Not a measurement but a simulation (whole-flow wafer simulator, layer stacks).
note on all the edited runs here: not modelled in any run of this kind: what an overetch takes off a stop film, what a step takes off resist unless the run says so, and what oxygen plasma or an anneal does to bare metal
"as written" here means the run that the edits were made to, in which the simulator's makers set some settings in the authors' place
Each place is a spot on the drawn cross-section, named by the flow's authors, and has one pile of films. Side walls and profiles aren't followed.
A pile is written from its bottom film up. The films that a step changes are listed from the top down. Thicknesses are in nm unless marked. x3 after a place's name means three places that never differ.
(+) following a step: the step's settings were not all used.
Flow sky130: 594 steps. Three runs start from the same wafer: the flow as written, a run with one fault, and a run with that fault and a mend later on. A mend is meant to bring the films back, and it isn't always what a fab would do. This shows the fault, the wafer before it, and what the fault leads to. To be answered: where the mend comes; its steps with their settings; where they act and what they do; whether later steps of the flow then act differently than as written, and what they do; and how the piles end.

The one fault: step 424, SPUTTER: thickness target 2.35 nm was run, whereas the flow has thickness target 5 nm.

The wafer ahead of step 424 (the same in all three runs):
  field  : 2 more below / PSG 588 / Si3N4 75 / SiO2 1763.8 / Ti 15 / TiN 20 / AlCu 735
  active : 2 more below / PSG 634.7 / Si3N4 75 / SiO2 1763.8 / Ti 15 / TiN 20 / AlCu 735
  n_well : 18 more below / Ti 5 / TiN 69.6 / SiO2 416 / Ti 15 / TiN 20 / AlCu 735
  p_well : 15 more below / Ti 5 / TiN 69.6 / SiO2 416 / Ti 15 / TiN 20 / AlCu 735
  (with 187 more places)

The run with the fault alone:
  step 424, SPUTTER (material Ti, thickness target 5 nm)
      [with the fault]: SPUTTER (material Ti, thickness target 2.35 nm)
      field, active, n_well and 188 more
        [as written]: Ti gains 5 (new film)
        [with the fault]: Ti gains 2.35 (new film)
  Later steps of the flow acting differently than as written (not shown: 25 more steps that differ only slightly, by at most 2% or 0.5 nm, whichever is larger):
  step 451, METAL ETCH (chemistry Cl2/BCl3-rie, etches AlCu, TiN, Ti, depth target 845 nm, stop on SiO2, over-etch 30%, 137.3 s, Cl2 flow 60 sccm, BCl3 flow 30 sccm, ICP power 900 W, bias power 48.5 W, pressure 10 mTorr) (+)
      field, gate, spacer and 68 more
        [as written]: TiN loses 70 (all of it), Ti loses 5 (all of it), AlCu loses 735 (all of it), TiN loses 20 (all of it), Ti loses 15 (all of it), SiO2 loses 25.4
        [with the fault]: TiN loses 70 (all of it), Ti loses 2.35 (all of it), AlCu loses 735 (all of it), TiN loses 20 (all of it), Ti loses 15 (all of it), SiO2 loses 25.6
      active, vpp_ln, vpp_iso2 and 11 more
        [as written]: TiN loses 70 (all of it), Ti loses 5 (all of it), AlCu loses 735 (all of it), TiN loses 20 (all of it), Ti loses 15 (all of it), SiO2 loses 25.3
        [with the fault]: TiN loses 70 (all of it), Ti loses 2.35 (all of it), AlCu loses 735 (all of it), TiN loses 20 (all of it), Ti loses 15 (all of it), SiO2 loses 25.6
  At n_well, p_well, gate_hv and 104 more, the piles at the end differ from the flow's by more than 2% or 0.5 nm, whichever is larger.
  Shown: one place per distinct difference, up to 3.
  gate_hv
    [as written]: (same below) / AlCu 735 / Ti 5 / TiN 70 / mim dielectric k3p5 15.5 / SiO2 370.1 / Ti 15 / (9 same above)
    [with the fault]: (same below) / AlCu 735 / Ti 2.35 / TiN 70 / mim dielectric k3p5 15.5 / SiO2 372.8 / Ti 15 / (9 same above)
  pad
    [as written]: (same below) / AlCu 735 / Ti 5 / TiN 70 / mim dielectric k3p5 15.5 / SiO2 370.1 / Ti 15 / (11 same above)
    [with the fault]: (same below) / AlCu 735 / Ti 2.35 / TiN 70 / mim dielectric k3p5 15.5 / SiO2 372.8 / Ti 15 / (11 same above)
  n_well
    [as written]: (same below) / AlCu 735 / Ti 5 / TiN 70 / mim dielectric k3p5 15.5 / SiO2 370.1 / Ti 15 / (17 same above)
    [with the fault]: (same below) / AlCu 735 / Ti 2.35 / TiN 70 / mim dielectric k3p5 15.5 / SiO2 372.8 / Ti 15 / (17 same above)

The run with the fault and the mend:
  The mend follows step 424.
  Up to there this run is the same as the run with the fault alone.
  step 424a, SPUTTER (material Ti, thickness target 2.65 nm) (the flow's step 424 again, with other settings)
      field, active, n_well and 188 more
        Ti gains 2.65
  Later steps of the flow that are run all act as written at every place that is followed.
  By the end, the piles equal the flow's at every place that both follow.
